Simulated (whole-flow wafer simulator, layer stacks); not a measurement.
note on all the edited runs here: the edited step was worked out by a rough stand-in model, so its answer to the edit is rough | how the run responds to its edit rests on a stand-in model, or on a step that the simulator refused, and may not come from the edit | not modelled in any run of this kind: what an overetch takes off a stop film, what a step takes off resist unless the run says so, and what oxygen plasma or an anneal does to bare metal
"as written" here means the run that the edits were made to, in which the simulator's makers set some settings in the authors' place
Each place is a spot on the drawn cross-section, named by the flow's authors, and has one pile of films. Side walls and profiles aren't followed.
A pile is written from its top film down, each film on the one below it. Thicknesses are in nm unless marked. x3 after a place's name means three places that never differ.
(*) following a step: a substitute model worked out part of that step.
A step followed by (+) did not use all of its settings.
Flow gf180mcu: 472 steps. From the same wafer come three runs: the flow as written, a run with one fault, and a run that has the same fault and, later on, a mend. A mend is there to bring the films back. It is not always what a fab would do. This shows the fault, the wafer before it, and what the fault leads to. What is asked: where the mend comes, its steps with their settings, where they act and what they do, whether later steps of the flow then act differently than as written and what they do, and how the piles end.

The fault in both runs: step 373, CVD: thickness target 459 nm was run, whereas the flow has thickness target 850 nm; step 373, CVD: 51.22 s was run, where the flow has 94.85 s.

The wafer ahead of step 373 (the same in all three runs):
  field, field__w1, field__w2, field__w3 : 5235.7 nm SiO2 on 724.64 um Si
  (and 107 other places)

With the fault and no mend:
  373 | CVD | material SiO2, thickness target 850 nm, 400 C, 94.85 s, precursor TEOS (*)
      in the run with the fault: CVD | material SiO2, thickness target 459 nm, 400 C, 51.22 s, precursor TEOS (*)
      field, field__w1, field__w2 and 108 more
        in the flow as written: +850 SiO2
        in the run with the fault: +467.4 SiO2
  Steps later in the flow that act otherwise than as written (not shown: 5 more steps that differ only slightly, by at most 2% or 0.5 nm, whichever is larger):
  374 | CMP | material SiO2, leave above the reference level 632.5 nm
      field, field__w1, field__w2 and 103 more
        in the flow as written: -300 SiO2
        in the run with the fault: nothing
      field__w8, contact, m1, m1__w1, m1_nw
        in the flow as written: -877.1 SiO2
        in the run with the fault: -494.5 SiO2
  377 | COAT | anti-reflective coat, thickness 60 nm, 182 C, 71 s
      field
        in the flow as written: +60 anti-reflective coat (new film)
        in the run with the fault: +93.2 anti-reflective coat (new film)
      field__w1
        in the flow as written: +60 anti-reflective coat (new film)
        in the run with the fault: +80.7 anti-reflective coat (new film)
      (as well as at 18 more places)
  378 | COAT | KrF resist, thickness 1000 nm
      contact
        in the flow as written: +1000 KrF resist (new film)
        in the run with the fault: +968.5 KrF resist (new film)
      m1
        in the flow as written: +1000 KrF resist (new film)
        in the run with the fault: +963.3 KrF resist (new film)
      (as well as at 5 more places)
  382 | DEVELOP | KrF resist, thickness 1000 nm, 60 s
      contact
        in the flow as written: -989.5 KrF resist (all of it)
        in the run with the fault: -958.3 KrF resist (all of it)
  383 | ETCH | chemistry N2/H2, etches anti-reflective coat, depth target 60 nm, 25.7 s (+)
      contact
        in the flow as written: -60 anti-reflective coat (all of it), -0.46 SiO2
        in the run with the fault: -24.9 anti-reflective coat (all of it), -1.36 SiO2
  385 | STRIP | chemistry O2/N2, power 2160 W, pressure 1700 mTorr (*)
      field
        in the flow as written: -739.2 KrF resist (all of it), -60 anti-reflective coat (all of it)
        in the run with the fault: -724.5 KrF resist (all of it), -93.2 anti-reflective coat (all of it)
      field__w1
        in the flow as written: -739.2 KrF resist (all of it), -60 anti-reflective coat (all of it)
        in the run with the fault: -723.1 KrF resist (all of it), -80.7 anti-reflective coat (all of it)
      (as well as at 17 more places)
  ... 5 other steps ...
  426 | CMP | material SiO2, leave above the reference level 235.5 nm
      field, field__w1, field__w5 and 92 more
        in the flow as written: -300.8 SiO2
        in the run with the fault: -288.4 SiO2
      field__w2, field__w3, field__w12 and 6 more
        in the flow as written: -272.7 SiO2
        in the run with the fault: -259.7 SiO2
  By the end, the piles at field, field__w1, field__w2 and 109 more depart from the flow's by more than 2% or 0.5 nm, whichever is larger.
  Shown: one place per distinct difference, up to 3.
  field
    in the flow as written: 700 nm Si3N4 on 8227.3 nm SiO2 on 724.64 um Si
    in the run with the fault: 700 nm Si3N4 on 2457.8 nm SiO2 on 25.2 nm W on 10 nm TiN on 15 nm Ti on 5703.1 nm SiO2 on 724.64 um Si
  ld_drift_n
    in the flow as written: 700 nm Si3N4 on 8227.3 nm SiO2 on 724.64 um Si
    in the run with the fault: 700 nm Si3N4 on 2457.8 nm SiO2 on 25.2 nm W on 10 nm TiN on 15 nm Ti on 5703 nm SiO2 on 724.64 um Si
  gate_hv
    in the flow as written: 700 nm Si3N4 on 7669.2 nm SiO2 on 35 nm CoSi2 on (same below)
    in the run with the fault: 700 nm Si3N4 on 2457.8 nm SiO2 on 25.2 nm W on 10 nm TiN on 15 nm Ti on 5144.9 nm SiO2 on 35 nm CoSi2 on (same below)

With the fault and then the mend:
  The mend follows step 373.
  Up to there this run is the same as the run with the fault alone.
  373a | CVD | material SiO2, thickness target 391 nm, 400 C, 43.63 s, precursor TEOS (*) (a further turn of the flow's step 373, with different settings)
      field, field__w1, field__w2 and 108 more
        +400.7 SiO2
  Steps later in the flow that act otherwise than as written:
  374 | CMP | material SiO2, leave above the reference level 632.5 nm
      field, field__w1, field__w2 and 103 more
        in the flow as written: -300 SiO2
        in the run with the mend: -318.1 SiO2
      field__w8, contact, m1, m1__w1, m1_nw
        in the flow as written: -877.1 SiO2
        in the run with the mend: -895.2 SiO2
  The piles end the same as the flow's at every place that both follow.
